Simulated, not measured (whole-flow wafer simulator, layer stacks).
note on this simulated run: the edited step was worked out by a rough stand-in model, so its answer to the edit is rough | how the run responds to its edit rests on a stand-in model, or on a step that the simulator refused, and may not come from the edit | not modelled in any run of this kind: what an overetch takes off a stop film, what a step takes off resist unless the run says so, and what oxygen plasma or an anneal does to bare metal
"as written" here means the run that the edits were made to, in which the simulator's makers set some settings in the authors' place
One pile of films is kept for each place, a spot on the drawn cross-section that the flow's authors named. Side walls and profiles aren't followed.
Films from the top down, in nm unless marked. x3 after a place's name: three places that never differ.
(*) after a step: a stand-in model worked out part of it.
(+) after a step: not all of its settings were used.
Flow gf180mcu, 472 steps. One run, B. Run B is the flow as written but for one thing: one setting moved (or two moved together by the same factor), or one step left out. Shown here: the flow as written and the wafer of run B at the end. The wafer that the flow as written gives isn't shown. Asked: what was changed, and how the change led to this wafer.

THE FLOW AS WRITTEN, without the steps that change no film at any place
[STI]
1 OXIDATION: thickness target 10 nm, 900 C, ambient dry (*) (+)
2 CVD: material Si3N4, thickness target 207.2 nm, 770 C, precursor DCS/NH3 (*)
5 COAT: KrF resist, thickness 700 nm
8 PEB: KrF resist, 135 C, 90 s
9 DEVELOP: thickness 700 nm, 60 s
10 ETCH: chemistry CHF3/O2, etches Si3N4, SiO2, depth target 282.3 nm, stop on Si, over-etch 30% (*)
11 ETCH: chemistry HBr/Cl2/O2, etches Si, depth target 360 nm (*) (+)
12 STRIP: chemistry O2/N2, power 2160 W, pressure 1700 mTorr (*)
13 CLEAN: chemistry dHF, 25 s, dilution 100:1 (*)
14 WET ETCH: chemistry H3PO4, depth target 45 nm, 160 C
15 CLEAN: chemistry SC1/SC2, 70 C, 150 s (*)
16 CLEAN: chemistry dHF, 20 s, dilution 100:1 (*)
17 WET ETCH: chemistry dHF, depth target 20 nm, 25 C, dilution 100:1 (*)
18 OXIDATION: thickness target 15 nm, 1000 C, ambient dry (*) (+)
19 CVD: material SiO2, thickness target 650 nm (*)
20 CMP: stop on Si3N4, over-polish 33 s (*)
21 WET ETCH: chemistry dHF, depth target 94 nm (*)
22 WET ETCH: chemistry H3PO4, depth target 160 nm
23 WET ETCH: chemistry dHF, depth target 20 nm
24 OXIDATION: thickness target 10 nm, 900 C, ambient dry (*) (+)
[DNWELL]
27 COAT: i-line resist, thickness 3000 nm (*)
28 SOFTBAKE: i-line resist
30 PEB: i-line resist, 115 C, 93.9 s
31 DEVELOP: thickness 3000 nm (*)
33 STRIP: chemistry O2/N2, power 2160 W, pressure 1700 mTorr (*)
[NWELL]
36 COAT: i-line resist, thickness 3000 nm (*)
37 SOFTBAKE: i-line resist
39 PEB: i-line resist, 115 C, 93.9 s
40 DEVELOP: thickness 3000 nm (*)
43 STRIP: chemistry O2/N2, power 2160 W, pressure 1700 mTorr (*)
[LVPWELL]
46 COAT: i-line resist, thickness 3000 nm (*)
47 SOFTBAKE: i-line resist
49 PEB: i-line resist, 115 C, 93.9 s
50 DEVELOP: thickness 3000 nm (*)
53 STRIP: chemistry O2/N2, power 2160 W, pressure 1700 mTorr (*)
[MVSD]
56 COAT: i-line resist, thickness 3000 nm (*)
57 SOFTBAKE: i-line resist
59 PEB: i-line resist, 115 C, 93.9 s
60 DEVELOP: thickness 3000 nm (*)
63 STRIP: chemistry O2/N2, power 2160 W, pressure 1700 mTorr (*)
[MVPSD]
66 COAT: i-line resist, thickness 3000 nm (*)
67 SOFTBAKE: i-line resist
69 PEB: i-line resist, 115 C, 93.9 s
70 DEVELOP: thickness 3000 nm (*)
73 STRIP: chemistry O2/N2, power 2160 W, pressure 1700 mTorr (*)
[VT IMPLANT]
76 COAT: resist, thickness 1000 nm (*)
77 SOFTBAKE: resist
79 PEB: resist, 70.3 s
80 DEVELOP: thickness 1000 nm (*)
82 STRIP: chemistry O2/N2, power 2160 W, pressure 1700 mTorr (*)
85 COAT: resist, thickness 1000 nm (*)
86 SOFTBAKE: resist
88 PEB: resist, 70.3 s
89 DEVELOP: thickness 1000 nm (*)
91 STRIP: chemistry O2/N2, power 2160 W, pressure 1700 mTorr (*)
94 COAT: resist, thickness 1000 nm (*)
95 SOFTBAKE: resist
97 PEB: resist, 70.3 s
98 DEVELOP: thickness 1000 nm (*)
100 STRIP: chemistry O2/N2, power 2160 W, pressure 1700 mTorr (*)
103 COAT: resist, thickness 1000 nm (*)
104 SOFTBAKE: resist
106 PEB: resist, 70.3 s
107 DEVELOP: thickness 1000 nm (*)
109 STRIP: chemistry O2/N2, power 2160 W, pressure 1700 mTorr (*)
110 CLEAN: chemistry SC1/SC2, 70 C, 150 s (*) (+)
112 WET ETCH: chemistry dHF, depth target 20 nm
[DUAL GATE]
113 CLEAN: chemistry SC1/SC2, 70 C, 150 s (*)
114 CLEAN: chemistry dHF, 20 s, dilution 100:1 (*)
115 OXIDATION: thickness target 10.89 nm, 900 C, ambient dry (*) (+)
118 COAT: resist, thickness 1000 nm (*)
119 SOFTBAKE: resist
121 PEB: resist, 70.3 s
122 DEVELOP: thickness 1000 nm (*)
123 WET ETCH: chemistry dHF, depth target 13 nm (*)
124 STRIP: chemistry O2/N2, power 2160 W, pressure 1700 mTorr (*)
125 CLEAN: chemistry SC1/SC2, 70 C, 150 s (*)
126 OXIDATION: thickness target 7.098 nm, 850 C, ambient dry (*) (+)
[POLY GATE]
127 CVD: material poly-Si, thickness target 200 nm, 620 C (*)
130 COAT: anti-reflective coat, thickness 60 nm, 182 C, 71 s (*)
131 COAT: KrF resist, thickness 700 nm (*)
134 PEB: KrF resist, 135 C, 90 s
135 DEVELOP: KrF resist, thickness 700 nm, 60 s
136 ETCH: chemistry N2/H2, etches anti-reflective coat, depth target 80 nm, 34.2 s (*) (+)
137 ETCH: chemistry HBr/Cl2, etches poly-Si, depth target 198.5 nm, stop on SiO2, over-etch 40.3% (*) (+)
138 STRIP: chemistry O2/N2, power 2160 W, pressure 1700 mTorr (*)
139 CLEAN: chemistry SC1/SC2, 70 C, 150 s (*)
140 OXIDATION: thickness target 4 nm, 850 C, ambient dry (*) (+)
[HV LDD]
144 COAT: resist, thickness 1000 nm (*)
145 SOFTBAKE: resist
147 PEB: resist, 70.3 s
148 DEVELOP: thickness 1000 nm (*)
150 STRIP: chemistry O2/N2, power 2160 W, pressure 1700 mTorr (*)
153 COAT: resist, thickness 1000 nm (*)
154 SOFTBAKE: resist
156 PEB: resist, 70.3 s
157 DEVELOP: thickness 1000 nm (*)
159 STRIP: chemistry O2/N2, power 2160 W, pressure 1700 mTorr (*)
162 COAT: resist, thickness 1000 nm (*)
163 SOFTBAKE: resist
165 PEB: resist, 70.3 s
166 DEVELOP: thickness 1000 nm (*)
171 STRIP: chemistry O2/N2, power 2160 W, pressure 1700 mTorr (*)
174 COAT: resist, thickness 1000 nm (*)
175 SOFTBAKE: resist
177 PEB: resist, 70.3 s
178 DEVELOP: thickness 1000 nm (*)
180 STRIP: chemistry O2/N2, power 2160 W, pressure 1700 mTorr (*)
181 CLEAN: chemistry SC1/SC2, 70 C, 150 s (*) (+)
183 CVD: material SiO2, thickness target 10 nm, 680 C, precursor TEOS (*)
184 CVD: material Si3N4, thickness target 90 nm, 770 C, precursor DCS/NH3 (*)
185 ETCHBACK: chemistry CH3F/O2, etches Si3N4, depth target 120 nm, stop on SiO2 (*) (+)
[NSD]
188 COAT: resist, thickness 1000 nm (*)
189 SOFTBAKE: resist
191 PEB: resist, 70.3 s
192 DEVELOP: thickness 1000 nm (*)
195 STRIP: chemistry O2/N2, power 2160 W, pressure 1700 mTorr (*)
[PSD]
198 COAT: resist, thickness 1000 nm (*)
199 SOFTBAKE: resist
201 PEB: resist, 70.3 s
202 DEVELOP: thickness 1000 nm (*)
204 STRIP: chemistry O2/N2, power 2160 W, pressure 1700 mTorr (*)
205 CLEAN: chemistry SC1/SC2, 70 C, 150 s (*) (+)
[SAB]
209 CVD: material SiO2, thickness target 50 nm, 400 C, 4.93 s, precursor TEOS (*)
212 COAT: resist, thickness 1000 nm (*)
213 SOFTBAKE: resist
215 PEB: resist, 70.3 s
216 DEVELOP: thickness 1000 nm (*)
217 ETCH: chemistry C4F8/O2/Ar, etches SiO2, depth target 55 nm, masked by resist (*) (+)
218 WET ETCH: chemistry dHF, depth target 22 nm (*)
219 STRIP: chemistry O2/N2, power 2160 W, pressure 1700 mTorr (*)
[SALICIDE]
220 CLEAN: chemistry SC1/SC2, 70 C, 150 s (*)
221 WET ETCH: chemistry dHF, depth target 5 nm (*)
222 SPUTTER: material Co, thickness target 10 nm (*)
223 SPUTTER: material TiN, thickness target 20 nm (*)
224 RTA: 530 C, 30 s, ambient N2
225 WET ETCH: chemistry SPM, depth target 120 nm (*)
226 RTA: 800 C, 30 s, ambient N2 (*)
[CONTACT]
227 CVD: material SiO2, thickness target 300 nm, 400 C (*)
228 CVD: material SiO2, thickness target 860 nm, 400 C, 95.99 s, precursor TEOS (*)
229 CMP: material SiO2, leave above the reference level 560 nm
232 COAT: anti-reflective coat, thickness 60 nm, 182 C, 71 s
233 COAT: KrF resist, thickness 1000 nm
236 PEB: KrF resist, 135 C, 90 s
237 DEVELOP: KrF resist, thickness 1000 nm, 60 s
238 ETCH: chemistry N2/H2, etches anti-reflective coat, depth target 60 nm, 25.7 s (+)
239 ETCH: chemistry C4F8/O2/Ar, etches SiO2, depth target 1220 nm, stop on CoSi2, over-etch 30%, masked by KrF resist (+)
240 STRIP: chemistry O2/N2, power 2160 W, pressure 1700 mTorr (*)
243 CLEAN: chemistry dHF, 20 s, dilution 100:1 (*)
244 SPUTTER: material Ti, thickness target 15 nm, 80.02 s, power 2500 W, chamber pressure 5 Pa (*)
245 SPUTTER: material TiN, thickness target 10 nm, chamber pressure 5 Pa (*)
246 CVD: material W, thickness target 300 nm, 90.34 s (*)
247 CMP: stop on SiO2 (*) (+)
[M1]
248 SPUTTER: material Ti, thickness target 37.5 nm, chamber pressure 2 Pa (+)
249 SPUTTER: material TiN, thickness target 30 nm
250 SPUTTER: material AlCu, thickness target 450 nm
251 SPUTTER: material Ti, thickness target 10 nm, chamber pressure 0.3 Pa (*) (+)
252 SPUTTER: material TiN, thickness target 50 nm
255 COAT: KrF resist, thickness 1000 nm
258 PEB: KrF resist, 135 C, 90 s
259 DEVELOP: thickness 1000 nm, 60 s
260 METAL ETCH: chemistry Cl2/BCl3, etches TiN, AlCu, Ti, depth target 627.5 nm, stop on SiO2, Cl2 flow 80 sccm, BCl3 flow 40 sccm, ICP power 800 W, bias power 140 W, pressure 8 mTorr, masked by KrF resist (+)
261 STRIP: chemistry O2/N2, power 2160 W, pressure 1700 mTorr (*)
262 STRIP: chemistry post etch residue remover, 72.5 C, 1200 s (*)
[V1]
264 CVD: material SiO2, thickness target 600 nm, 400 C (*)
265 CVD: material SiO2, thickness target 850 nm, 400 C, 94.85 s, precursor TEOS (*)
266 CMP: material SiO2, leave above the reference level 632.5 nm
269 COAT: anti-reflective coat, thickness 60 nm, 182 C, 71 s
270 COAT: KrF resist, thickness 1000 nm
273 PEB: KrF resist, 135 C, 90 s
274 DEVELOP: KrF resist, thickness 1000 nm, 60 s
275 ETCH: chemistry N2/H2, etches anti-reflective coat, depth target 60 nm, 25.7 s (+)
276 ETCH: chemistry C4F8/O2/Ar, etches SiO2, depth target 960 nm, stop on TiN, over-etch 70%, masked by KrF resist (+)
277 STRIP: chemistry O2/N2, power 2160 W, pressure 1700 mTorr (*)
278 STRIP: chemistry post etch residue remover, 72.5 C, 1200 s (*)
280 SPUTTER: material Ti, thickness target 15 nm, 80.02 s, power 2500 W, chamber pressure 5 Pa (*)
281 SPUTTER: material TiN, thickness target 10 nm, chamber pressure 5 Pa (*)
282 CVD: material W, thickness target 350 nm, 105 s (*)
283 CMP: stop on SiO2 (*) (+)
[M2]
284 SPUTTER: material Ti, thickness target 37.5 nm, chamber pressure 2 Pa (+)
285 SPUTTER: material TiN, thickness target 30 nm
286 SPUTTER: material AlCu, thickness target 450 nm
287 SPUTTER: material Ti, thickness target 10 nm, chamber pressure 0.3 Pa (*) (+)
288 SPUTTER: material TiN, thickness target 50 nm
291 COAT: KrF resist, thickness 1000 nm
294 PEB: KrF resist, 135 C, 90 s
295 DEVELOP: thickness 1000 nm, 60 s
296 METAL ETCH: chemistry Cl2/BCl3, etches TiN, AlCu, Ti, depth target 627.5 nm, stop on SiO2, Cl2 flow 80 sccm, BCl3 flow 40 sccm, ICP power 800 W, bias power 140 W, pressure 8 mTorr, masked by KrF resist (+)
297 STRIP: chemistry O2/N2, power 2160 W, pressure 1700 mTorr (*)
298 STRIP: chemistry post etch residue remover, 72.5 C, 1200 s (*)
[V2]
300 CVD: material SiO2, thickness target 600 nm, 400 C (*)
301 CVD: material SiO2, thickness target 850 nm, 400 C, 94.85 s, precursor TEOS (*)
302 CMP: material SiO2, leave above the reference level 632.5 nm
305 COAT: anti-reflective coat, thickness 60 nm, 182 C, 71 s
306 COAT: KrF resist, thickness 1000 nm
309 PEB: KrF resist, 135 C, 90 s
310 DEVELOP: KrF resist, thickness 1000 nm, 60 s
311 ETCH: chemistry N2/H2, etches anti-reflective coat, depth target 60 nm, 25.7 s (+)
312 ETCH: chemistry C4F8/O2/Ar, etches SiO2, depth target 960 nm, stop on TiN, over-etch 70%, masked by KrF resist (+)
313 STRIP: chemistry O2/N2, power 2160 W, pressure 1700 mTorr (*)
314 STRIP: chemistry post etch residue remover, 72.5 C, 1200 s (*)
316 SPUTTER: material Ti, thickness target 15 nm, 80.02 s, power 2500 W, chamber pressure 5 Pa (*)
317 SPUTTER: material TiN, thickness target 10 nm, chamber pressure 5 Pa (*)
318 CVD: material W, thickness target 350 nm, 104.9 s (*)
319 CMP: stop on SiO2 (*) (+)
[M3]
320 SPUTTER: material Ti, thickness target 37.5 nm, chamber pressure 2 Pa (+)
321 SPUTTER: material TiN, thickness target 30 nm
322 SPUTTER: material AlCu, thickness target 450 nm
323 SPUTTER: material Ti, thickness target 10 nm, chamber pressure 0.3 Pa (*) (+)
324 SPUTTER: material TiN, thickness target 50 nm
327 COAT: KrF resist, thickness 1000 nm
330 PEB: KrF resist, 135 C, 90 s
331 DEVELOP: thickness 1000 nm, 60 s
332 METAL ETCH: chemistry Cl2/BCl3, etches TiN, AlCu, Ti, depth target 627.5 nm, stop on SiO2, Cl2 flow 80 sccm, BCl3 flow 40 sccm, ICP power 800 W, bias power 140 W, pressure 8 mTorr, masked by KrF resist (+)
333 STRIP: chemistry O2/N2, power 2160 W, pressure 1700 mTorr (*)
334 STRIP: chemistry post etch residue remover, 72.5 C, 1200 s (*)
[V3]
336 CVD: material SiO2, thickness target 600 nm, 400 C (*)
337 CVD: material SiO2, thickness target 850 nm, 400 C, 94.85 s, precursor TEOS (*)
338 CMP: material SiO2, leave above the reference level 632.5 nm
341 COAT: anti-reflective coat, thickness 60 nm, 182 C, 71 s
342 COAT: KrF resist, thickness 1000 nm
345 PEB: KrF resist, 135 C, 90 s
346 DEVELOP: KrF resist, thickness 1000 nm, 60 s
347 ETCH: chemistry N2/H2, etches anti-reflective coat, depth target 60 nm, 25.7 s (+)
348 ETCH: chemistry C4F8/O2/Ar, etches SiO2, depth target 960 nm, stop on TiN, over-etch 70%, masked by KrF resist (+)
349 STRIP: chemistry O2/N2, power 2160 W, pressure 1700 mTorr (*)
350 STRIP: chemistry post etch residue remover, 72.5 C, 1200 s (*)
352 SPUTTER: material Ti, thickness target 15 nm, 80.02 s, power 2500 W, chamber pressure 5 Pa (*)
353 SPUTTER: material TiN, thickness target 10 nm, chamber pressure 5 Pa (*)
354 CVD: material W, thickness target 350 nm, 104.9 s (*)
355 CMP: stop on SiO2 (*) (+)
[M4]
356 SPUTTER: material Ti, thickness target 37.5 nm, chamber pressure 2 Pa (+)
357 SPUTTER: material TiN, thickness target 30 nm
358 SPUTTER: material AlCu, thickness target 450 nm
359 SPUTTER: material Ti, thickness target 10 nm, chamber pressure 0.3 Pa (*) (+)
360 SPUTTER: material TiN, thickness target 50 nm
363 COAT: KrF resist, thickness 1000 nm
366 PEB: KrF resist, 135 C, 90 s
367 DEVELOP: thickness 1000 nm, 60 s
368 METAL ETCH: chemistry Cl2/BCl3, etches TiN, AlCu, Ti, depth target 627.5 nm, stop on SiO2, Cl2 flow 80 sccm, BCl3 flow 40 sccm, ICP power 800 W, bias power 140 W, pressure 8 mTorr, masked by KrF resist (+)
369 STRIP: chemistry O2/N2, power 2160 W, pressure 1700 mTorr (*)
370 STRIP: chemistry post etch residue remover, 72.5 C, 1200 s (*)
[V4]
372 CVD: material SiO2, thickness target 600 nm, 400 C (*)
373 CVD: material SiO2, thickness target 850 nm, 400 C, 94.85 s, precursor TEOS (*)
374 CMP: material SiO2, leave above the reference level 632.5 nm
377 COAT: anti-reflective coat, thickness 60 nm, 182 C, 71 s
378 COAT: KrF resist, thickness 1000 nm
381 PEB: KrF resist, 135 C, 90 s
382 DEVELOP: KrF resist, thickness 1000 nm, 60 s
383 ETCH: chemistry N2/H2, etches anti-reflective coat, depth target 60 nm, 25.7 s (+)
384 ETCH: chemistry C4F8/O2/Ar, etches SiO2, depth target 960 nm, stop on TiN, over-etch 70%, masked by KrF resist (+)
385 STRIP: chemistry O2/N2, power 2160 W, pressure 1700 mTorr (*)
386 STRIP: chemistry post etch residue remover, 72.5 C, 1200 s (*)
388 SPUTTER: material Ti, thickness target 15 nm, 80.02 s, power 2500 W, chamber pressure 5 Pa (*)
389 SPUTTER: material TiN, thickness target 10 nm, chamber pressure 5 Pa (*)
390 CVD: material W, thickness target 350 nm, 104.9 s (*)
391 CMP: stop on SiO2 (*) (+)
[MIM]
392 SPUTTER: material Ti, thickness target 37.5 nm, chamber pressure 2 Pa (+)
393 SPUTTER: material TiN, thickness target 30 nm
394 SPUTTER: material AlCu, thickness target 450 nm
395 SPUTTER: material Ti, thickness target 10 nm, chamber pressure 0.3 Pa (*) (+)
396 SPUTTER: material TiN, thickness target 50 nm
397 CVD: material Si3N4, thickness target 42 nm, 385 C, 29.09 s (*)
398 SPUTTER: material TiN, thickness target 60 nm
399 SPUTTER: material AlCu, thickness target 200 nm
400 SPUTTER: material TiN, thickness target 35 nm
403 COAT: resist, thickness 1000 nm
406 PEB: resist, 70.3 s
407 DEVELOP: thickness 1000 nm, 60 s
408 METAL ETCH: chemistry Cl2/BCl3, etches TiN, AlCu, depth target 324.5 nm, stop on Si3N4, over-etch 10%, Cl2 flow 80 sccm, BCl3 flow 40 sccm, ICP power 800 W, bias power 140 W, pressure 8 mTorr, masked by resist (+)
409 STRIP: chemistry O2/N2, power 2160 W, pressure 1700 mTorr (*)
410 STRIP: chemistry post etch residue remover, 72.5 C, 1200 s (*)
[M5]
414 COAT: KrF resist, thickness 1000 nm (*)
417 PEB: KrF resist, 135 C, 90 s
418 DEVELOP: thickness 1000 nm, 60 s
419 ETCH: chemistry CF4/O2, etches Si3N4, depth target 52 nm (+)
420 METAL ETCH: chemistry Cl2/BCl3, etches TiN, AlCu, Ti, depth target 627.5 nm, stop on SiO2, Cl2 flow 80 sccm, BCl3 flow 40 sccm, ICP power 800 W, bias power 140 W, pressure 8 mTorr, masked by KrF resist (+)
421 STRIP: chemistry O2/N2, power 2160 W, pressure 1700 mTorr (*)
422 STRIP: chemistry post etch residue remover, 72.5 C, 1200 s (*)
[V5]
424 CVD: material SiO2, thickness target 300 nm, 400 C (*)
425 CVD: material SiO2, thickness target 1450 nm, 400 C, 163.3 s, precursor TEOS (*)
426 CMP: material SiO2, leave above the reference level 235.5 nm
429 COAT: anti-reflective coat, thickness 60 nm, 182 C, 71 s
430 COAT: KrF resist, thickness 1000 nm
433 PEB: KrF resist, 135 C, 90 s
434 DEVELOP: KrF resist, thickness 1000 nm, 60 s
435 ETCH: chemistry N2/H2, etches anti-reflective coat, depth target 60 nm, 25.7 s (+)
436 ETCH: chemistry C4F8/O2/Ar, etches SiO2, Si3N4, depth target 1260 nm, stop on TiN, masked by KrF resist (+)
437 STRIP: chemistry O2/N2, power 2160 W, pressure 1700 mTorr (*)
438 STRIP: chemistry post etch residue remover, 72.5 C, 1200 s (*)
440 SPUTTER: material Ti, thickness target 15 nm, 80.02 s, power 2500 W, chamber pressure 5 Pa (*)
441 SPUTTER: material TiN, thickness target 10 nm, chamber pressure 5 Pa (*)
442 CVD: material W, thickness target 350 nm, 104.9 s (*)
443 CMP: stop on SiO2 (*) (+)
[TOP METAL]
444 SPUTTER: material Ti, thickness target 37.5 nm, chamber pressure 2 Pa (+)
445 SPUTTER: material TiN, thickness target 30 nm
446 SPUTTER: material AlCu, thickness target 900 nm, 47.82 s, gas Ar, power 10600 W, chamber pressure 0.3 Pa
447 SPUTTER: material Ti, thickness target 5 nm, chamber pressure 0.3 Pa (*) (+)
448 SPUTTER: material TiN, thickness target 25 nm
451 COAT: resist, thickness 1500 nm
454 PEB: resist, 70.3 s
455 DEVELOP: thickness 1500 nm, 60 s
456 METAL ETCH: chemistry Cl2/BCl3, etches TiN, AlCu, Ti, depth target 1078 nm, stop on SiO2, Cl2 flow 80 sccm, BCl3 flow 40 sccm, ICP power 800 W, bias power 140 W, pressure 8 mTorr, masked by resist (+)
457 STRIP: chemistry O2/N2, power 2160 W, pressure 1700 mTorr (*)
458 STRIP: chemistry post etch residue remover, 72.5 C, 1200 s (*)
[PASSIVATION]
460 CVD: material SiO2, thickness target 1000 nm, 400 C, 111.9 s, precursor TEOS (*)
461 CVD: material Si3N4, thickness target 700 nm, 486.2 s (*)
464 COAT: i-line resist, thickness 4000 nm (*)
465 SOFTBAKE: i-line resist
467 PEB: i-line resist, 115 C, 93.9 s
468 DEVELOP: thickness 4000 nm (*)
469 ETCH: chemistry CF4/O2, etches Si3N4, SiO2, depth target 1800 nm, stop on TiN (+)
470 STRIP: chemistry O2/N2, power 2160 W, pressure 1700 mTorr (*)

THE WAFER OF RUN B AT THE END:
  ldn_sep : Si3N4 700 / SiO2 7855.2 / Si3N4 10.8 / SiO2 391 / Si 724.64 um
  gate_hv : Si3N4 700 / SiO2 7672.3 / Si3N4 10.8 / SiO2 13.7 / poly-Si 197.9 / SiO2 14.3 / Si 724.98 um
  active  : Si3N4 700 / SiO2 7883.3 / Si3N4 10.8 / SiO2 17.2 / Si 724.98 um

The cause: step 185, ETCHBACK: depth target 75 nm was run, where the flow has depth target 120 nm.

How the change led to this, step by step:
  185 ETCHBACK: chemistry CH3F/O2, etches Si3N4, depth target 120 nm, stop on SiO2 (*) (+)
      field, field__w1, field__w2 and 100 more: Si3N4 -75 (as written it would be: Si3N4 -90 (all of it), SiO2 -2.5)
  189 SOFTBAKE: resist
      field__w9: resist -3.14 (as written it would be: resist +6.92)
      nw_enc_fld_lv: resist +5.57 (as written it would be: resist +0.86)
  199 SOFTBAKE: resist
      field__w9: resist -3.14 (as written it would be: resist +6.92)
      nw_enc_fld_lv: resist +5.57 (as written it would be: resist +0.86)
  205 CLEAN: chemistry SC1/SC2, 70 C, 150 s (*) (+)
      field, field__w1, field__w2 and 105 more: Si3N4 -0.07 (as written it would be: SiO2 -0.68)
  209 CVD: material SiO2, thickness target 50 nm, 400 C, 4.93 s, precursor TEOS (*)
      field, field__w7, field__w8 and 73 more: SiO2 +50 (new film) (as written it would be: SiO2 +50)
      field_sub__w1, field_sub__w3, field_sub__w4, field_sub__w5, ld_drift_n: SiO2 +48.8 (new film) (as written it would be: SiO2 +48.9)
      (and at 27 more places)
  217 ETCH: chemistry C4F8/O2/Ar, etches SiO2, depth target 55 nm, masked by resist (*) (+)
      field, field__w7, field__w8 and 70 more: SiO2 -50 (all of it), Si3N4 -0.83 (as written it would be: SiO2 -55)
      field_sub__w1, field_sub__w3, field_sub__w4, field_sub__w5, ld_drift_n: SiO2 -48.8 (all of it), Si3N4 -1.03 (as written it would be: SiO2 -55)
      (and at 21 more places)
  218 WET ETCH: chemistry dHF, depth target 22 nm (*)
      gate, gate_hv, gate_p and 23 more: Si3N4 -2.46 (as written it would be: SiO2 -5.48 (all of it))
      field, field__w10, sti and 14 more: Si3N4 -2.46 (as written it would be: SiO2 -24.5)
      (and at 56 more places)
  219 STRIP: chemistry O2/N2, power 2160 W, pressure 1700 mTorr (*)
      gate, gate_hv, gate_p and 23 more: nothing (as written it would be: chemical SiO2 +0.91 (new film), poly-Si -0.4)
      active, p_well, sd_n and 20 more: nothing (as written it would be: chemical SiO2 +0.91 (new film), Si -0.4)
  220 CLEAN: chemistry SC1/SC2, 70 C, 150 s (*)
      field, field__w2, field__w7 and 40 more: nothing (as written it would be: SiO2 -0.68)
      field__w1, field__w3, field__w6, field__w12, m1, nw_enc_fld_lv, nw_enc_fld_lv__w3: Si3N4 -0.07 (as written it would be: SiO2 -0.68)
  221 WET ETCH: chemistry dHF, depth target 5 nm (*)
      active, p_well, gate and 46 more: Si3N4 -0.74 (as written it would be: chemical SiO2 -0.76 (all of it))
      field, field__w1, field__w2 and 23 more: Si3N4 -0.74 (as written it would be: SiO2 -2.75)
      (and at 24 more places)
  224 RTA: 530 C, 30 s, ambient N2
      gate, gate_hv, gate_p and 22 more: nothing (as written it would be: under 1 film: CoSi +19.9 (new film), Co -10 (all of it), poly-Si -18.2)
      active, p_well, sd_n and 11 more: nothing (as written it would be: under 1 film: CoSi +19.9 (new film), Co -10 (all of it), Si -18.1)
      (and at 10 more places)
  225 WET ETCH: chemistry SPM, depth target 120 nm (*)
      active, p_well, gate and 36 more: TiN -20 (all of it), Co -10 (all of it) (as written it would be: TiN -20 (all of it))
      sd_p: TiN -18.3 (all of it), Co -9.25 (all of it) (as written it would be: TiN -17.9 (all of it))
      (and at 9 more places)
  226 RTA: 800 C, 30 s, ambient N2 (*)
      gate, gate_hv, gate_p and 22 more: nothing (as written it would be: CoSi2 +35 (new film), CoSi -19.9 (all of it), poly-Si -18.2)
      active, p_well, sd_n and 11 more: nothing (as written it would be: CoSi2 +35 (new film), CoSi -19.9 (all of it), Si -18.1)
      (and at 10 more places)
  227 CVD: material SiO2, thickness target 300 nm, 400 C (*)
      field, field__w1, field__w2 and 47 more: SiO2 +300 (new film) (as written it would be: SiO2 +300)
  228 CVD: material SiO2, thickness target 860 nm, 400 C, 95.99 s, precursor TEOS (*)
      ld_drift_p: SiO2 +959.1 (as written it would be: SiO2 +979.4)
  229 CMP: material SiO2, leave above the reference level 560 nm
      ldn_sep__w1, ldn_sep__w2, ldn_dft and 8 more: SiO2 -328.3 (as written it would be: SiO2 -311)
      sti, mim_1p0, pad, dice_street, iso_nw_fld, iso_fld_sub: SiO2 -314 (as written it would be: SiO2 -296.8)
      (and at 57 more places)
  ... 4 more steps ...
  471 ANNEAL: 400 C, 1800 s, ambient N2/H2
      polyc_n, polyc_p: under 9 films: void +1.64 (new film), Ti -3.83, TiSi first +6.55 (new film), poly-Si -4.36 (as written it would be: nothing)
      contact: under 49 films: void +1.62 (new film), Ti -3.83, TiSi first +6.55 (new film), Si -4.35 (as written it would be: nothing)
Counting metal films that touch as one body, gate_hv has 0 bodies; the flow as written gives 1 body.
Counting metal films that touch as one body, active has 0 bodies; the flow as written gives 1 body.
